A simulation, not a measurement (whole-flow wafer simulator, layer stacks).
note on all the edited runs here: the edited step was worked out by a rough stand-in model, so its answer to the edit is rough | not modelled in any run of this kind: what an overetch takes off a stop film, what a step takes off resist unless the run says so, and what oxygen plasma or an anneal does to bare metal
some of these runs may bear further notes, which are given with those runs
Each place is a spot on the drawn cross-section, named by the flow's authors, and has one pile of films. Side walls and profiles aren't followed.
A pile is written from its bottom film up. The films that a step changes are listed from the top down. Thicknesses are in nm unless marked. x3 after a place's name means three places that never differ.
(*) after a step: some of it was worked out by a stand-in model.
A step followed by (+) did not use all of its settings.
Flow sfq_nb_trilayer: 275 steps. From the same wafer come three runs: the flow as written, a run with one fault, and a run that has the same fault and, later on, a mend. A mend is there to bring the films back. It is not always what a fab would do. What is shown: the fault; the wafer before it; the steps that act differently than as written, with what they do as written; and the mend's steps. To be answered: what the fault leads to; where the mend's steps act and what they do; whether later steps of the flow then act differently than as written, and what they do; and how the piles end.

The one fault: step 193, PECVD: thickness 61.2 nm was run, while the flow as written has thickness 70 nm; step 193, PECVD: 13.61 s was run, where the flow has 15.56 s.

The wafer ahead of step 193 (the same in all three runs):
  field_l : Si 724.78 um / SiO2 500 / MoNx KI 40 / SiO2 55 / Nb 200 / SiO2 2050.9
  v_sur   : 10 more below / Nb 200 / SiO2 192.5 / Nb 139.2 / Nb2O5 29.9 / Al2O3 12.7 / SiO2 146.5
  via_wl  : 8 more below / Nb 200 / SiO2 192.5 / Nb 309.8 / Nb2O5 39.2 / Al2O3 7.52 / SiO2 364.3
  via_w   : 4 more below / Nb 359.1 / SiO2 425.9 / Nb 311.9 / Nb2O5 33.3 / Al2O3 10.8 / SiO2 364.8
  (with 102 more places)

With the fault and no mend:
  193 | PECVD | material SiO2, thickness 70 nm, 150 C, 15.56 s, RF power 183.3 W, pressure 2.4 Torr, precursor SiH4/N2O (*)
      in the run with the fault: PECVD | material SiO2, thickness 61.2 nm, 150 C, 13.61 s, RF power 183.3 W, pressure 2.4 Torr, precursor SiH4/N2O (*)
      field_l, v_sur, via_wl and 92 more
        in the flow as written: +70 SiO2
        in the run with the fault: +61.2 SiO2
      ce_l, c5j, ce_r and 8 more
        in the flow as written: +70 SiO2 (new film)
        in the run with the fault: +61.2 SiO2 (new film)
  Steps later in the flow that act otherwise than as written (13 more steps, not shown, differ only slightly: by at most 2% or 0.5 nm, whichever is larger):
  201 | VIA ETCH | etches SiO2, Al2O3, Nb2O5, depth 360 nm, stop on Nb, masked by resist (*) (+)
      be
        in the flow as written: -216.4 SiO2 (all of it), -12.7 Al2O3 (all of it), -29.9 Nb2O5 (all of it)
        in the run with the fault: -207.6 SiO2 (all of it), -12.7 Al2O3 (all of it), -29.9 Nb2O5 (all of it)
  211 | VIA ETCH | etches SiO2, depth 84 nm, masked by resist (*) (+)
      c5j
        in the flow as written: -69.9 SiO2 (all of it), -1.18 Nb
        in the run with the fault: -61.1 SiO2 (all of it), -1.91 Nb
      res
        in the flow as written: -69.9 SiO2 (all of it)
        in the run with the fault: -61.1 SiO2 (all of it)
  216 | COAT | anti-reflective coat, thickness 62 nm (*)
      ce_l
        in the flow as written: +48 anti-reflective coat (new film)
        in the run with the fault: +50.2 anti-reflective coat (new film)
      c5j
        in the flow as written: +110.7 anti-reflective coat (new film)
        in the run with the fault: +105 anti-reflective coat (new film)
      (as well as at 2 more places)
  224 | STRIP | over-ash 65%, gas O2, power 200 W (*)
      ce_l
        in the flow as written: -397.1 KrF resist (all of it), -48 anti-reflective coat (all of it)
        in the run with the fault: -396 KrF resist (all of it), -50.2 anti-reflective coat (all of it)
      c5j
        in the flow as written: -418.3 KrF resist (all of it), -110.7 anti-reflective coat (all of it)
        in the run with the fault: -414.3 KrF resist (all of it), -105 anti-reflective coat (all of it)
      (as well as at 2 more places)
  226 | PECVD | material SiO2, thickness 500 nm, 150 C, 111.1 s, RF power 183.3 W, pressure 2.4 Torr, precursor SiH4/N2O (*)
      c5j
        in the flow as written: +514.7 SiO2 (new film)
        in the run with the fault: +503.8 SiO2 (new film)
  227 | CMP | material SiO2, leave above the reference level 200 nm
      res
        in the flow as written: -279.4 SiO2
        in the run with the fault: -289.9 SiO2
  The piles end different from the flow's at v_sur, via_wl, via_w and 20 more by more than 2% or 0.5 nm, whichever is larger.
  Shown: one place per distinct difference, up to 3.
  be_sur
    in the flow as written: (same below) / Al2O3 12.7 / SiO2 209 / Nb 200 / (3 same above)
    in the run with the fault: (same below) / Al2O3 12.7 / SiO2 200.2 / Nb 200 / (3 same above)
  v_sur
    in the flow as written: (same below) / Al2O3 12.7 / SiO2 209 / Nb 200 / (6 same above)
    in the run with the fault: (same below) / Al2O3 12.7 / SiO2 200.2 / Nb 200 / (6 same above)
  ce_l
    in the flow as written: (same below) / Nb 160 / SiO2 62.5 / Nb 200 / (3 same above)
    in the run with the fault: (same below) / Nb 160 / SiO2 53.7 / Nb 200 / (3 same above)

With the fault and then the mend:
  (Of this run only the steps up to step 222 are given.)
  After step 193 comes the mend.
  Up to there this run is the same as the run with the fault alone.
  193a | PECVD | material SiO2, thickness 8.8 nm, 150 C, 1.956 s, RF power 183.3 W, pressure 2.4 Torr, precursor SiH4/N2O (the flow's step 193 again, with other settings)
      field_l, v_sur, via_wl and 103 more
        +8.8 SiO2
  Every later step of the flow up to step 222 that is run acts as written, at every place that is followed, to within 2% or 0.5 nm, whichever is larger.
  After step 222 the piles are close to the flow's at the places that both follow, differing by at most 2% or 0.5 nm, whichever is larger.
